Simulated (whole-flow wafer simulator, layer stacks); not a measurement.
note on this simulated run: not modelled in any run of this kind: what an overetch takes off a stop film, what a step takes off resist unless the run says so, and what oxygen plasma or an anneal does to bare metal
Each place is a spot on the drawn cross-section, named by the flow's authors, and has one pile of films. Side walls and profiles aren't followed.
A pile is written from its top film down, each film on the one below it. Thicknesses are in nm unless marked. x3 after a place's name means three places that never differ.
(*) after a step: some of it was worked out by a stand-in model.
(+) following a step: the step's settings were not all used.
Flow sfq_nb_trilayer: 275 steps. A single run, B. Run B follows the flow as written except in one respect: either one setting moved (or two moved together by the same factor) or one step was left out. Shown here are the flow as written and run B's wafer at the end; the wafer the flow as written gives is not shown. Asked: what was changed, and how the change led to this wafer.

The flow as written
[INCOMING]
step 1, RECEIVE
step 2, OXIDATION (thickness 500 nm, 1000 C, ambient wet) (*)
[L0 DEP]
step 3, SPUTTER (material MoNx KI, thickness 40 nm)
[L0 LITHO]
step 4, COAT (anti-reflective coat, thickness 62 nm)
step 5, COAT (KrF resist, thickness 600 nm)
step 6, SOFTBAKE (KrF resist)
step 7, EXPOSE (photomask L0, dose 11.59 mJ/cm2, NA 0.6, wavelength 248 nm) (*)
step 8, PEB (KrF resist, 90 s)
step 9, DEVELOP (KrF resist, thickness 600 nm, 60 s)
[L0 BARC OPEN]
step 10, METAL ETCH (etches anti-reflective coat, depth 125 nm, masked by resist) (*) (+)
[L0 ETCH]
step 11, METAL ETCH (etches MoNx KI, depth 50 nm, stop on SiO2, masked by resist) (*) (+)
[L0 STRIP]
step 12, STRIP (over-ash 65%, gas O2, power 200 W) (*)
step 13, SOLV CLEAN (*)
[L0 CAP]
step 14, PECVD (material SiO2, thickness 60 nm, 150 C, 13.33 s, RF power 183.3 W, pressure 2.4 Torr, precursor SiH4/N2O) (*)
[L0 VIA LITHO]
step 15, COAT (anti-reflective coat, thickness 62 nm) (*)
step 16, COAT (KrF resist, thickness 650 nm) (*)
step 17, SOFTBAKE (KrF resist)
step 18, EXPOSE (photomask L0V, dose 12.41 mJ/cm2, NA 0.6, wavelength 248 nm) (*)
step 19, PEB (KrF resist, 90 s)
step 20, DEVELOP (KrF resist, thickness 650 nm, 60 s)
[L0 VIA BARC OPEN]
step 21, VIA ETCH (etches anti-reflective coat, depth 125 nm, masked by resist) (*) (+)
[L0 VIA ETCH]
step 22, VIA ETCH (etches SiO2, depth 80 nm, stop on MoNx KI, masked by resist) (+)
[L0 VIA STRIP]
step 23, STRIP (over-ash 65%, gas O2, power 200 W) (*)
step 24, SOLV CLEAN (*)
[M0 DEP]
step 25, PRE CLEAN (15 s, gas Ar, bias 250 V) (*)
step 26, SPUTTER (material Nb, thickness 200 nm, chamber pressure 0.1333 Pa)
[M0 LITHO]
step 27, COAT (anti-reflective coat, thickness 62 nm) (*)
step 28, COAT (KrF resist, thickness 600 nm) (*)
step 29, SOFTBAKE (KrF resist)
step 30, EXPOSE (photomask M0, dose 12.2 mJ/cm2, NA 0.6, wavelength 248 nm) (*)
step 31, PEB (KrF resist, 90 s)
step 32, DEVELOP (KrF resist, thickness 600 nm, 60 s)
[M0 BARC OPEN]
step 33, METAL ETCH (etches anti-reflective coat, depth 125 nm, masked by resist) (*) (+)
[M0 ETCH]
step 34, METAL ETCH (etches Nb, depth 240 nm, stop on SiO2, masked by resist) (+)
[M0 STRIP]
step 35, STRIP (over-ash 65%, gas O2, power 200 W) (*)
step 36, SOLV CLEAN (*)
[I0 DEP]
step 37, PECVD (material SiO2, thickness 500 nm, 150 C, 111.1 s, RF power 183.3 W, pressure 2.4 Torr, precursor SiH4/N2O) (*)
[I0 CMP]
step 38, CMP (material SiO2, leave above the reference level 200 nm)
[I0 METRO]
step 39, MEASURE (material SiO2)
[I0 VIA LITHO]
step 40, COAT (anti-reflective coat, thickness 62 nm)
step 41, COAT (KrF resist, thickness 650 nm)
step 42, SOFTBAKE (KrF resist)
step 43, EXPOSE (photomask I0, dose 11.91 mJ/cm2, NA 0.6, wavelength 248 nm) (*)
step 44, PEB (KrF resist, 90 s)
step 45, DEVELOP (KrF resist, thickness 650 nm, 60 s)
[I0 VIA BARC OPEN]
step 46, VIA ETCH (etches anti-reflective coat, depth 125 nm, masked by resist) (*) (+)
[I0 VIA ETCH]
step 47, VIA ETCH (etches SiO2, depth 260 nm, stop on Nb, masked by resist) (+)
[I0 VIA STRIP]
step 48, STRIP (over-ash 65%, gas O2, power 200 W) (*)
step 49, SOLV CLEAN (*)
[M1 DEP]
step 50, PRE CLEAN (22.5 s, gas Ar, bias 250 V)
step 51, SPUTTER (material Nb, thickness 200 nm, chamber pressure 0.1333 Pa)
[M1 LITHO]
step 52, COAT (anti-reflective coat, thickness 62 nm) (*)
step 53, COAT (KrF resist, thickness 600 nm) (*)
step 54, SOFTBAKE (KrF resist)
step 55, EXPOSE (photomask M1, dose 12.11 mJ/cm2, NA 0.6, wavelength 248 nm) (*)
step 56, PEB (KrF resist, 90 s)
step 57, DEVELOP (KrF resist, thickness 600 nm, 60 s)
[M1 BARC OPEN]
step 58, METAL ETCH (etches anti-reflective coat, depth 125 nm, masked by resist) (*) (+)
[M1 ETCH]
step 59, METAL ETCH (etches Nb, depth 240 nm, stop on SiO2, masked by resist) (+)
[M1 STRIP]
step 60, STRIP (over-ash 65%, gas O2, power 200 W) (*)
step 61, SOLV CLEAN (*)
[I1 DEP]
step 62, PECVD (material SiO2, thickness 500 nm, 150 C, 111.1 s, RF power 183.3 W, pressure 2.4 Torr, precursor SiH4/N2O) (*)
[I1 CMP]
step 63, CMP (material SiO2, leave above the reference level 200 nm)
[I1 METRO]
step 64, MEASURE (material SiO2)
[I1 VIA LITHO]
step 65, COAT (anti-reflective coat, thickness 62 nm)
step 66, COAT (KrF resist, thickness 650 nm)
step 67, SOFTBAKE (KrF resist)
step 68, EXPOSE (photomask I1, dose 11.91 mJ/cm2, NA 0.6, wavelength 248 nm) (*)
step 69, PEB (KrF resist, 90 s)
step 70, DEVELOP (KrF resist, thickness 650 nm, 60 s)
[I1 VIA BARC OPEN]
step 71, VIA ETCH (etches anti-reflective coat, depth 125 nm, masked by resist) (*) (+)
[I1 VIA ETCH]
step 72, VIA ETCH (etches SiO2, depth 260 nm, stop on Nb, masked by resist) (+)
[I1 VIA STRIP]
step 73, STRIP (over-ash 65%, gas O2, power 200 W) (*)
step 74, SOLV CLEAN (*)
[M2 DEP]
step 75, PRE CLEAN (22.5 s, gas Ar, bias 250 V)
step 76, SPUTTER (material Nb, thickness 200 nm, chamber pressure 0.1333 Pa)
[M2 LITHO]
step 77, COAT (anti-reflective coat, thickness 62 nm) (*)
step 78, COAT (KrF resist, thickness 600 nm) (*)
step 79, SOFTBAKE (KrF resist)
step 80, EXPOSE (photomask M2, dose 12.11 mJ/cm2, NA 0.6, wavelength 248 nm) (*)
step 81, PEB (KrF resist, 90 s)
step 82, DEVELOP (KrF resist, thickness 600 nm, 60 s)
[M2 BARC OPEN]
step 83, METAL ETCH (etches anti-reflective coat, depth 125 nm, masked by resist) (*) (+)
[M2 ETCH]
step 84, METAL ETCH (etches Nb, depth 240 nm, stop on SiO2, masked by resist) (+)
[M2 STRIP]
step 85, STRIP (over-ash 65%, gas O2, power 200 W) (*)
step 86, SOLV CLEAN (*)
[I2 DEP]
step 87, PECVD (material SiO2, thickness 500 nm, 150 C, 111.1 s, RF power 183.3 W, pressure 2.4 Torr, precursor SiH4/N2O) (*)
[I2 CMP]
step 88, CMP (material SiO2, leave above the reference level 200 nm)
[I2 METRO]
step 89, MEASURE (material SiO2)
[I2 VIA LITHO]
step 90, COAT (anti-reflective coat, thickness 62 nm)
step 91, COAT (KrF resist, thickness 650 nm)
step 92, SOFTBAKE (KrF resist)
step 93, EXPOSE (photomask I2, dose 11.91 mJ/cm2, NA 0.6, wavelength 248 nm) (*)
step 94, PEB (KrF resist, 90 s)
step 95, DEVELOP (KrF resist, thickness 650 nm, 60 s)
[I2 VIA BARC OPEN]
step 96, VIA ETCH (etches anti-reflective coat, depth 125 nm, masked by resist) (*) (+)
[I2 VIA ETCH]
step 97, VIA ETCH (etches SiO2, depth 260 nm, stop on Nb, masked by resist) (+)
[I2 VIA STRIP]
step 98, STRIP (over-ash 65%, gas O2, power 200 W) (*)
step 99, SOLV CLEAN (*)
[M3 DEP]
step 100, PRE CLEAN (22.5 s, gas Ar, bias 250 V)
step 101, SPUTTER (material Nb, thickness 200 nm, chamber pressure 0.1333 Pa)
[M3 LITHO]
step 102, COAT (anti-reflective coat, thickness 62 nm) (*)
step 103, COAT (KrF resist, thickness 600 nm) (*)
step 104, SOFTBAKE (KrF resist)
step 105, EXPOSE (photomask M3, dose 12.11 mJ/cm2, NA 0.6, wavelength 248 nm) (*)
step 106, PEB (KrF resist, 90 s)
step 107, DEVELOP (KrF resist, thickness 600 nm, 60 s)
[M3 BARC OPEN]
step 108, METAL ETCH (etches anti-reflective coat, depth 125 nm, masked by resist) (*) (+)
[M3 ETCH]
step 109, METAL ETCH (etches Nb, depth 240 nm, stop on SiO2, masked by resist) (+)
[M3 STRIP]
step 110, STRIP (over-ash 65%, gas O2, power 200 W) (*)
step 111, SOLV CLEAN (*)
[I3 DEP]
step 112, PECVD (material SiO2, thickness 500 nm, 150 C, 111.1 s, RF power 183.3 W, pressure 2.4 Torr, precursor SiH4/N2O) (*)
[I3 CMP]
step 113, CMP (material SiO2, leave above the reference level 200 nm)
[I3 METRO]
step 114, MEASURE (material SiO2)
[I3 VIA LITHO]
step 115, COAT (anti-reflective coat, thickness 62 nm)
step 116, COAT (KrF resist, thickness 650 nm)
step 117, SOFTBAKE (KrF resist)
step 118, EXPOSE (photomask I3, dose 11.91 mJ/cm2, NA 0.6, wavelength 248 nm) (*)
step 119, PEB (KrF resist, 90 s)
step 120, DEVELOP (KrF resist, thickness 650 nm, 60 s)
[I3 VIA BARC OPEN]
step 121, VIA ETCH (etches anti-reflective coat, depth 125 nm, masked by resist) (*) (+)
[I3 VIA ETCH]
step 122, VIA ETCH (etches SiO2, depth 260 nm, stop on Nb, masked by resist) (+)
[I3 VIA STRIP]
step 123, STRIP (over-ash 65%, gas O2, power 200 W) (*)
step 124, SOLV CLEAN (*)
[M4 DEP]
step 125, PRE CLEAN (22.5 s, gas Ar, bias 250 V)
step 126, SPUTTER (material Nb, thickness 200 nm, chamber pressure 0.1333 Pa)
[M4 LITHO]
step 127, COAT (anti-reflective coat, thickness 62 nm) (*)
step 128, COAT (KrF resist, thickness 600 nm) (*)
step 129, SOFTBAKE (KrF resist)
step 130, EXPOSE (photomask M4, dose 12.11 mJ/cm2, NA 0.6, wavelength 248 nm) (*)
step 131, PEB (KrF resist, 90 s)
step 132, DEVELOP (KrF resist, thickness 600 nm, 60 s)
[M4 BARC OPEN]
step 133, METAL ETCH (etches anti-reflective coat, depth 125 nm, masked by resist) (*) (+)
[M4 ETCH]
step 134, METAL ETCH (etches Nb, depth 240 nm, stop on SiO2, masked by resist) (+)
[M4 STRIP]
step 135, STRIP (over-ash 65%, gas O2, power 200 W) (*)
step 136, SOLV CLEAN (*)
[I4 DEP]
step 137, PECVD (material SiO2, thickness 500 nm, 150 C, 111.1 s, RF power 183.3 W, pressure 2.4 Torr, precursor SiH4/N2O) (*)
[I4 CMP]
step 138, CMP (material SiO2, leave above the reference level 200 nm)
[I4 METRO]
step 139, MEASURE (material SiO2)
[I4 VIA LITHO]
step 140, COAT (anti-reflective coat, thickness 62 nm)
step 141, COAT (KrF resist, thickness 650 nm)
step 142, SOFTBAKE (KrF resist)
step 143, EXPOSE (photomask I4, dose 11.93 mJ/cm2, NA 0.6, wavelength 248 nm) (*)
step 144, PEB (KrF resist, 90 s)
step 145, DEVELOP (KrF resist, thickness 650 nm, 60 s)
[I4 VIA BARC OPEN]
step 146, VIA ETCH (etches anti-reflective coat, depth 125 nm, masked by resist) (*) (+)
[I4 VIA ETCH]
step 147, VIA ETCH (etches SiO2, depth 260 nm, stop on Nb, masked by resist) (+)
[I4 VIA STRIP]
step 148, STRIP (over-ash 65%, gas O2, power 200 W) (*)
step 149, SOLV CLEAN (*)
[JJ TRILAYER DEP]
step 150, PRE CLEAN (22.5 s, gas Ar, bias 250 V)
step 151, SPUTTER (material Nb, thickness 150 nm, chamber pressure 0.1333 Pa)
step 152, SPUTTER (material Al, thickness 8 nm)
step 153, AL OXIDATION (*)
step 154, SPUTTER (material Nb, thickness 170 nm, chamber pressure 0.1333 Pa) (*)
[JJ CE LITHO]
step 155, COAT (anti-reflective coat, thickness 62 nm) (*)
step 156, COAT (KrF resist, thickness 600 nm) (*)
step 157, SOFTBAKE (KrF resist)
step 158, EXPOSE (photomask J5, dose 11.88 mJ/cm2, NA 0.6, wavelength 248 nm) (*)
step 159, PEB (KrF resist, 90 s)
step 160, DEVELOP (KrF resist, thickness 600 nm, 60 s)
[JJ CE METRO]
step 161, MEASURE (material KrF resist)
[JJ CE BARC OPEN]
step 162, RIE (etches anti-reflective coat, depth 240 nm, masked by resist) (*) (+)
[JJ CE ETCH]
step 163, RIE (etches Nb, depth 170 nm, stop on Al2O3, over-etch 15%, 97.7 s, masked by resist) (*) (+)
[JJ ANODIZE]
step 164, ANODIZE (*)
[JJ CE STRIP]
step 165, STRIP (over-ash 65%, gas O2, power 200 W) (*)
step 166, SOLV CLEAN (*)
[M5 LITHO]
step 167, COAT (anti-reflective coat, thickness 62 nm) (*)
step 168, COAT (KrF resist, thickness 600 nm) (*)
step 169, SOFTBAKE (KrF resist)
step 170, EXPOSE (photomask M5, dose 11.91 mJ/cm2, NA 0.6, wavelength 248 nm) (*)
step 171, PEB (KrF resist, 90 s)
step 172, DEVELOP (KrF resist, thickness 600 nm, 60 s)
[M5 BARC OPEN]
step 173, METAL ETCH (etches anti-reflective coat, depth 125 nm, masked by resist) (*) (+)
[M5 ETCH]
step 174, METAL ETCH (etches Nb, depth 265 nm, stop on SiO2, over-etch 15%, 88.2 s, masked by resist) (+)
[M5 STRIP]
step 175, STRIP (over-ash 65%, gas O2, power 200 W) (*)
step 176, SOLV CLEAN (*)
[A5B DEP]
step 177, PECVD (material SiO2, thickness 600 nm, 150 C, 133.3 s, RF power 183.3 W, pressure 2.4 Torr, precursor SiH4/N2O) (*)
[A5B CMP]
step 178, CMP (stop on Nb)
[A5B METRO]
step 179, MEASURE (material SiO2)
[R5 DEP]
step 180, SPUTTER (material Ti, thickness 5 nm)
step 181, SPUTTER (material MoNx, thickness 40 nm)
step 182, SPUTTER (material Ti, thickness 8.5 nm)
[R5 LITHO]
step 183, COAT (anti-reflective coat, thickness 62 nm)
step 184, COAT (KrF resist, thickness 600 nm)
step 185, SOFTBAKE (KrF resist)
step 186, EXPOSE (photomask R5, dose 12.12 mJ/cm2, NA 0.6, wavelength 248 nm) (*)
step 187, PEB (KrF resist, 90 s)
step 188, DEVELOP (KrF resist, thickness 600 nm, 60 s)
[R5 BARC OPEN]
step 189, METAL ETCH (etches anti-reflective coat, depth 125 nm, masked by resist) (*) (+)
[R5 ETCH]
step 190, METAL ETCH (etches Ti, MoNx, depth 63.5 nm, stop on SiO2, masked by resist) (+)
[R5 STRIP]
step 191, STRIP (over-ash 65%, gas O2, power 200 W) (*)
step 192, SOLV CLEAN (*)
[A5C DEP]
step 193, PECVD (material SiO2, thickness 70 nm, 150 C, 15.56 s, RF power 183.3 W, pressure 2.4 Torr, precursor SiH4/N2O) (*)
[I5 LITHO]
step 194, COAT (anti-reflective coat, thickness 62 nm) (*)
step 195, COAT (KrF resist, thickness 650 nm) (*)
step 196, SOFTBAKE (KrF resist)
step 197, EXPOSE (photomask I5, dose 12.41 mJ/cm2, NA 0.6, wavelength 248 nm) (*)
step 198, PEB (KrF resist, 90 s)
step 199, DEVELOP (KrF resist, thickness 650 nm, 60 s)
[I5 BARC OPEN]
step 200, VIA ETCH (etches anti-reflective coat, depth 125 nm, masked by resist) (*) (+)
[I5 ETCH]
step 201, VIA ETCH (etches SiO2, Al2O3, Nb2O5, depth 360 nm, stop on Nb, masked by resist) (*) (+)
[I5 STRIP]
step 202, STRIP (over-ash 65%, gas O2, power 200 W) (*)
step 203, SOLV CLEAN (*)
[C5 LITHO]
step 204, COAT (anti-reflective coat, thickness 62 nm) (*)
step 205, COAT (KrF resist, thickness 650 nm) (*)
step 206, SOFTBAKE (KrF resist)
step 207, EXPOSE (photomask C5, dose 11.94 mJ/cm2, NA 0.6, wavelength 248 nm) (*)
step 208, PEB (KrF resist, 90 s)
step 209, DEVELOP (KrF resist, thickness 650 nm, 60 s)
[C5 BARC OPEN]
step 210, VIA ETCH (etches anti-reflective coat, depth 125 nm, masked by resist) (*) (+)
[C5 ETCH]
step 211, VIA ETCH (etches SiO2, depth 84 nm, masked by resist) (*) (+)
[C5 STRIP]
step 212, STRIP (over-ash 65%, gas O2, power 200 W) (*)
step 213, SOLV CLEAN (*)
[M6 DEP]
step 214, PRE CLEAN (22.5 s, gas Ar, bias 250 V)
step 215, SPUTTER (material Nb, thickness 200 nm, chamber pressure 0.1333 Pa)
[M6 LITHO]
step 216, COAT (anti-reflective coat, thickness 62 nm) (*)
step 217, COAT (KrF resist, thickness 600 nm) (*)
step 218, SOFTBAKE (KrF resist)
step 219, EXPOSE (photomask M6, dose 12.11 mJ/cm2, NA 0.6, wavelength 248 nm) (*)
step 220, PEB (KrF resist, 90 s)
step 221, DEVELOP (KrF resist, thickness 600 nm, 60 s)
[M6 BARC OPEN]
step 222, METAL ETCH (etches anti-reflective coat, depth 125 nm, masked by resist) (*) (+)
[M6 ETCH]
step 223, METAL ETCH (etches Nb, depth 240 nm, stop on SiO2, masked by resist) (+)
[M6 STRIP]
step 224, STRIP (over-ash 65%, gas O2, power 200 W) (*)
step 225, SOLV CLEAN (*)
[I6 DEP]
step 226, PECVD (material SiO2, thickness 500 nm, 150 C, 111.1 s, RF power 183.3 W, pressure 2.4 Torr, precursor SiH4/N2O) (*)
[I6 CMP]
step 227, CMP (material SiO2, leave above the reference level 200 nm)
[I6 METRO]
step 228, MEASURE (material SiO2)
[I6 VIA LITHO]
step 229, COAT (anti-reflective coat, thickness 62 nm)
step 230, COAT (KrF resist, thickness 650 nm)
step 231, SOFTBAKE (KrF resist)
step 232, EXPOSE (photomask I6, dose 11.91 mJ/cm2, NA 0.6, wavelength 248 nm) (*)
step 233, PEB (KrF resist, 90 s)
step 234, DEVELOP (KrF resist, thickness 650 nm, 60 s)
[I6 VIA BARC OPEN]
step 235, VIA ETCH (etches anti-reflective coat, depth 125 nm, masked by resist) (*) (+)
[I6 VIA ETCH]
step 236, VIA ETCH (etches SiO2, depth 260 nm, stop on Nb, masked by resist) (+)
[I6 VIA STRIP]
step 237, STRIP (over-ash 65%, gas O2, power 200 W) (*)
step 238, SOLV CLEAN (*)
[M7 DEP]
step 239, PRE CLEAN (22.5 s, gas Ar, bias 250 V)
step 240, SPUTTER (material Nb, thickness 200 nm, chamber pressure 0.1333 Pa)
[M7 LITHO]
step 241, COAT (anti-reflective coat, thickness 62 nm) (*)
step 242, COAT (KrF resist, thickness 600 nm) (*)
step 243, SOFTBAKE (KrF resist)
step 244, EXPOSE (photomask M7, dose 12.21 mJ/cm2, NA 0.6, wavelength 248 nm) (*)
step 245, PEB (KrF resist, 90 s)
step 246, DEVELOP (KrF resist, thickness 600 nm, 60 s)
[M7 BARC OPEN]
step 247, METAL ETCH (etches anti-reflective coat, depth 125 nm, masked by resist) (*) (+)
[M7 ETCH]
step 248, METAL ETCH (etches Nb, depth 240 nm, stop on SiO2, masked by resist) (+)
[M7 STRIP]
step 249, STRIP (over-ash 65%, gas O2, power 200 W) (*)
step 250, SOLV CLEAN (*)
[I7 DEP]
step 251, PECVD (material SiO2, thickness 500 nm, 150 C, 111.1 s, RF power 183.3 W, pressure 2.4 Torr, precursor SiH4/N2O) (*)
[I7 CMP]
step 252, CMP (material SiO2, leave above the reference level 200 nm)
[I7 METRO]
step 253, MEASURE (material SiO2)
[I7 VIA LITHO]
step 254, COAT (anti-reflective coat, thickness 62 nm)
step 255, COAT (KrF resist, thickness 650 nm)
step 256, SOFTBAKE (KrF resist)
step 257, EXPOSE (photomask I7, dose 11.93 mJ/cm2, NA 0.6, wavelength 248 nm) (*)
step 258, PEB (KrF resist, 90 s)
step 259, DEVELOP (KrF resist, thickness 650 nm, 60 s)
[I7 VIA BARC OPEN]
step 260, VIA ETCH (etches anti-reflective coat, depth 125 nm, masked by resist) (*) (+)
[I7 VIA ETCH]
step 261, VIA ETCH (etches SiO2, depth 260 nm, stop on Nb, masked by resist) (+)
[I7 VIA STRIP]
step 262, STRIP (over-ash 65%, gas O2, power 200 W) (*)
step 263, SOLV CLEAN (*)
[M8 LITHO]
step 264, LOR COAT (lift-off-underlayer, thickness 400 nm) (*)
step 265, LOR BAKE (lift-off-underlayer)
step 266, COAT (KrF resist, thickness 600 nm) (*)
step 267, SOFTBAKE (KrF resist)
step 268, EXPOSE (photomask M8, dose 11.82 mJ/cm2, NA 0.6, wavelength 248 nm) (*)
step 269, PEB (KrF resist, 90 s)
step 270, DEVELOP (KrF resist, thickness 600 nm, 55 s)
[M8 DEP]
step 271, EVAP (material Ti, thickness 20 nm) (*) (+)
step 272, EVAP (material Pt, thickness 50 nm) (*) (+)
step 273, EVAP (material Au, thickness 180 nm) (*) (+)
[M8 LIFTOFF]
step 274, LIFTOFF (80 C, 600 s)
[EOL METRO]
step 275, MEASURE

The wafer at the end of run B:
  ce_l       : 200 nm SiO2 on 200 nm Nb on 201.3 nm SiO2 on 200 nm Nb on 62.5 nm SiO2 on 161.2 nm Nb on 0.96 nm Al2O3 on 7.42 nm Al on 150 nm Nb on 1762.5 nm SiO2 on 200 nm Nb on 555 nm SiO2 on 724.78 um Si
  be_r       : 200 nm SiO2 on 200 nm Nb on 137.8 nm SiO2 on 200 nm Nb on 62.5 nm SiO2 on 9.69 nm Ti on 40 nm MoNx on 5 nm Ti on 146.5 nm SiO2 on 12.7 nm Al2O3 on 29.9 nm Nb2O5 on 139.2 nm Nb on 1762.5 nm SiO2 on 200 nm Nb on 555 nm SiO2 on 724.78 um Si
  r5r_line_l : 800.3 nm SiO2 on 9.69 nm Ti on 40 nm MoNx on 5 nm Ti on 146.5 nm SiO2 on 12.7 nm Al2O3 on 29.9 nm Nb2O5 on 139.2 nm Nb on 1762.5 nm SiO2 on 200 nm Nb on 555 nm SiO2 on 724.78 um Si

The reason: step 182, SPUTTER: thickness 9.69 nm was run, whereas the flow has thickness 8.5 nm.
The wafer itself shows it: be_r has Ti 9.69, and step 182 as written asks for 8.5 nm.

How this came from the change, step by step:
  step 182, SPUTTER (material Ti, thickness 8.5 nm)
      field_l, v_sur, via_wl and 103 more: +9.69 Ti (new film) (it would be, as written: +8.5 Ti (new film))
  step 190, METAL ETCH (etches Ti, MoNx, depth 63.5 nm, stop on SiO2, masked by resist) (+)
      field_l, v_sur, via_wl and 92 more: -9.69 Ti (all of it), -40 MoNx (all of it), -5 Ti (all of it) (it would be, as written: -8.5 Ti (all of it), -40 MoNx (all of it), -5 Ti (all of it))
      ce_l, c5j, ce_r, wl_jj: -9.69 Ti (all of it), -40 MoNx (all of it), -5 Ti (all of it), -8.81 Nb (it would be, as written: -8.5 Ti (all of it), -40 MoNx (all of it), -5 Ti (all of it), -10 Nb)
